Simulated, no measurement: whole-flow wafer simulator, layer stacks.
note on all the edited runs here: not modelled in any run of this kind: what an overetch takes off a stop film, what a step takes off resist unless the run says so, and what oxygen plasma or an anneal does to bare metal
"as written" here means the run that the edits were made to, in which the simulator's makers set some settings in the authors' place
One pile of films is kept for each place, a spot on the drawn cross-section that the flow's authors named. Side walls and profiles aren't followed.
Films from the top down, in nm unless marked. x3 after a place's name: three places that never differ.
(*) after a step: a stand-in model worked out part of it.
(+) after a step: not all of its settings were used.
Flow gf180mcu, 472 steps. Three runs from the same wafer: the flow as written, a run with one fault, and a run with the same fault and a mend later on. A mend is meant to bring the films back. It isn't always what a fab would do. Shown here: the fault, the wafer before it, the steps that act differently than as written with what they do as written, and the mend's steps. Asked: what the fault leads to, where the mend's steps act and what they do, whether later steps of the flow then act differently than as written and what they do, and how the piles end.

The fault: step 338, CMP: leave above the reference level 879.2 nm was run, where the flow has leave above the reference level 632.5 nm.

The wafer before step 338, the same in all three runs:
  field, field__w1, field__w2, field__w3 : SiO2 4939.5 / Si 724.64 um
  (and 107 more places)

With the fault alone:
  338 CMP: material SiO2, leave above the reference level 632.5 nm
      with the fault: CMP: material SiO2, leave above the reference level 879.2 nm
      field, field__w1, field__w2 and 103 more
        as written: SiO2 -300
        with the fault: SiO2 -53.3
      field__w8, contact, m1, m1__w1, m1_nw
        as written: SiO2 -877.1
        with the fault: SiO2 -630.4
  Later steps of the flow that act differently than as written:
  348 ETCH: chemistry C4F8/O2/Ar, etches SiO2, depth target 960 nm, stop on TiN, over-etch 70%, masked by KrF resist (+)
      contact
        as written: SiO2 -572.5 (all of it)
        with the fault: SiO2 -819.2 (all of it)
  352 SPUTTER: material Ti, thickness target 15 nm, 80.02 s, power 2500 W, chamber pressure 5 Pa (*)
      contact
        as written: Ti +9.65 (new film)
        with the fault: Ti +8.37 (new film)
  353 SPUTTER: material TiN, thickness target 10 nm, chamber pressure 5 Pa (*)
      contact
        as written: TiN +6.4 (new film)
        with the fault: TiN +5.54 (new film)
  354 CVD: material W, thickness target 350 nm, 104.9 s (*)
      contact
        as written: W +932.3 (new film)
        with the fault: W +1181.1 (new film)
  At the end the piles differ from the flow's by more than 2% or 0.5 nm, whichever is larger, at field, field__w1, field__w2 and 109 more.
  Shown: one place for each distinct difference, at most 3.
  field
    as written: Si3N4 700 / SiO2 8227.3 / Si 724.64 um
    with the fault: Si3N4 700 / SiO2 8474 / Si 724.64 um
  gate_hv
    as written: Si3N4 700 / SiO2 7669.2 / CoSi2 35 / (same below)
    with the fault: Si3N4 700 / SiO2 7915.9 / CoSi2 35 / (same below)
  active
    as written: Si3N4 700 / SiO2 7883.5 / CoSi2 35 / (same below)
    with the fault: Si3N4 700 / SiO2 8130.2 / CoSi2 35 / (same below)

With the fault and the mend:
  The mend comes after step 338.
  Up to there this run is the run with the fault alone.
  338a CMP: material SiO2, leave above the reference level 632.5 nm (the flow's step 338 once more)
      field, field__w1, field__w2 and 108 more
        SiO2 -246.7
  No later step of the flow acts differently than as written at any place that is followed.
  At the end the piles are the same as the flow's at every place that both follow.
